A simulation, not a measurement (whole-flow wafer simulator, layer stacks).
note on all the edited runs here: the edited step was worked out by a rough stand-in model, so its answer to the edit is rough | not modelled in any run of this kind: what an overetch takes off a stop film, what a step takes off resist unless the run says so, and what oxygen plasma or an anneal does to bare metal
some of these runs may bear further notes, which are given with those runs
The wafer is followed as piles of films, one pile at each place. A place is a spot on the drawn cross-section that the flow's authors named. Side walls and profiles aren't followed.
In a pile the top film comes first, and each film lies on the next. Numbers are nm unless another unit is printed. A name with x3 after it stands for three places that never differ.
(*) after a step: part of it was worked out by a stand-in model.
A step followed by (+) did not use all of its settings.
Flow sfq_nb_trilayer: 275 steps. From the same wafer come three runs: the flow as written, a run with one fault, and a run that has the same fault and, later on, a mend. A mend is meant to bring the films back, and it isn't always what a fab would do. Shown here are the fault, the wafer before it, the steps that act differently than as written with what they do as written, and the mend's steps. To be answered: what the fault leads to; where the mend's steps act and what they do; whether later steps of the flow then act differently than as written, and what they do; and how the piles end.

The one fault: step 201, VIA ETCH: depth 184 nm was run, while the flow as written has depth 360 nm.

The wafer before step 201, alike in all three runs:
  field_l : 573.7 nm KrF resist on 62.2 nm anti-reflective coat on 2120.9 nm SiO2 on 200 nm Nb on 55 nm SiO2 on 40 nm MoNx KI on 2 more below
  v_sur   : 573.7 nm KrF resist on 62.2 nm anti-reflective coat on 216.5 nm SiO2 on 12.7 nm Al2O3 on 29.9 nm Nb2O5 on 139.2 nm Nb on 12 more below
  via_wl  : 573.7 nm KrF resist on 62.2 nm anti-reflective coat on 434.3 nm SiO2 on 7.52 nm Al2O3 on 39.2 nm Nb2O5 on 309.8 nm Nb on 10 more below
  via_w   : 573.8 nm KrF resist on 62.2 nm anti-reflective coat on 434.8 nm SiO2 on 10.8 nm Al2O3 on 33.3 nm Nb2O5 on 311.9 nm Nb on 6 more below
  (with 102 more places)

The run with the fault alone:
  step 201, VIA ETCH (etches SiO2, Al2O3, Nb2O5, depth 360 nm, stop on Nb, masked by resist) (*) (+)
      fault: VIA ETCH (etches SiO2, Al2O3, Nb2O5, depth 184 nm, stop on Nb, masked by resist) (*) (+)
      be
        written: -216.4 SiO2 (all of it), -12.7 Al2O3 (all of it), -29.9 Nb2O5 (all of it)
        fault: -184 SiO2
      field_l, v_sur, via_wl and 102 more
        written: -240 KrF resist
        fault: -122.7 KrF resist
  Later steps of the flow acting differently than as written (6 other steps are not shown; they differ only slightly, by no more than 2% or 0.5 nm, whichever is larger):
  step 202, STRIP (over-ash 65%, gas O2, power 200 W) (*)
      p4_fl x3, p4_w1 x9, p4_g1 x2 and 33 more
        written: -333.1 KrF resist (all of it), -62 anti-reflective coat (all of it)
        fault: -450.5 KrF resist (all of it), -62 anti-reflective coat (all of it)
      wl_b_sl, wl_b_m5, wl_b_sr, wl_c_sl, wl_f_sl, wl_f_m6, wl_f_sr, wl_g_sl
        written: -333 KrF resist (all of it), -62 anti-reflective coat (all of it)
        fault: -450.3 KrF resist (all of it), -62 anti-reflective coat (all of it)
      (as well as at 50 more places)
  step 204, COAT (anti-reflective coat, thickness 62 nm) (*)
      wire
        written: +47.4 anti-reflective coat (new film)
        fault: +49.6 anti-reflective coat (new film)
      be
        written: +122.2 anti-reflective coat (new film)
        fault: +111.1 anti-reflective coat (new film)
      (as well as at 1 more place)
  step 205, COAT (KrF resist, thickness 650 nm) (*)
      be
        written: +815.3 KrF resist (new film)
        fault: +761.7 KrF resist (new film)
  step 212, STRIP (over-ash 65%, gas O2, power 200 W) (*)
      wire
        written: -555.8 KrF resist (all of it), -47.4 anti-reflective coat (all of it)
        fault: -560 KrF resist (all of it), -49.6 anti-reflective coat (all of it)
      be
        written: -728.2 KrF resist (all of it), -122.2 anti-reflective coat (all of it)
        fault: -674.5 KrF resist (all of it), -111.1 anti-reflective coat (all of it)
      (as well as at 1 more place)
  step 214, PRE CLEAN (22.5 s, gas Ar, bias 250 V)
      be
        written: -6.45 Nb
        fault: -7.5 SiO2
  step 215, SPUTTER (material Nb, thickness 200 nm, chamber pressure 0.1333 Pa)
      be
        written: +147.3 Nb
        fault: +164.7 Nb (new film)
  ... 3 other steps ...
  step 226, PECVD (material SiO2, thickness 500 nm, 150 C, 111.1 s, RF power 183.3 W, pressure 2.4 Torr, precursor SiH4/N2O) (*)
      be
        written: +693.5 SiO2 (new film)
        fault: +602.3 SiO2 (new film)
  At be, the piles at the end differ from the flow's by more than 2% or 0.5 nm, whichever is larger.
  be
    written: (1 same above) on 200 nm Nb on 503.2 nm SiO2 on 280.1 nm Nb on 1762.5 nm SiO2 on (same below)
    fault: (1 same above) on 200 nm Nb on 412 nm SiO2 on 164.7 nm Nb on 24.9 nm SiO2 on 12.7 nm Al2O3 on 29.9 nm Nb2O5 on 139.2 nm Nb on 1762.5 nm SiO2 on (same below)

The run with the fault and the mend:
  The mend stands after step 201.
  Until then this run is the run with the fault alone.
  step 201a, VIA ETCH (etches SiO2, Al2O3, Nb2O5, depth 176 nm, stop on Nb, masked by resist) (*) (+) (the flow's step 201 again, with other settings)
      field_l, v_sur, via_wl and 102 more
        -117.3 KrF resist
      be
        -32.4 SiO2 (all of it), -12.7 Al2O3 (all of it), -29.9 Nb2O5 (all of it)
  Later steps of the flow that are run all act as written at every place that is followed.
  By the end, the piles equal the flow's at every place that both follow.
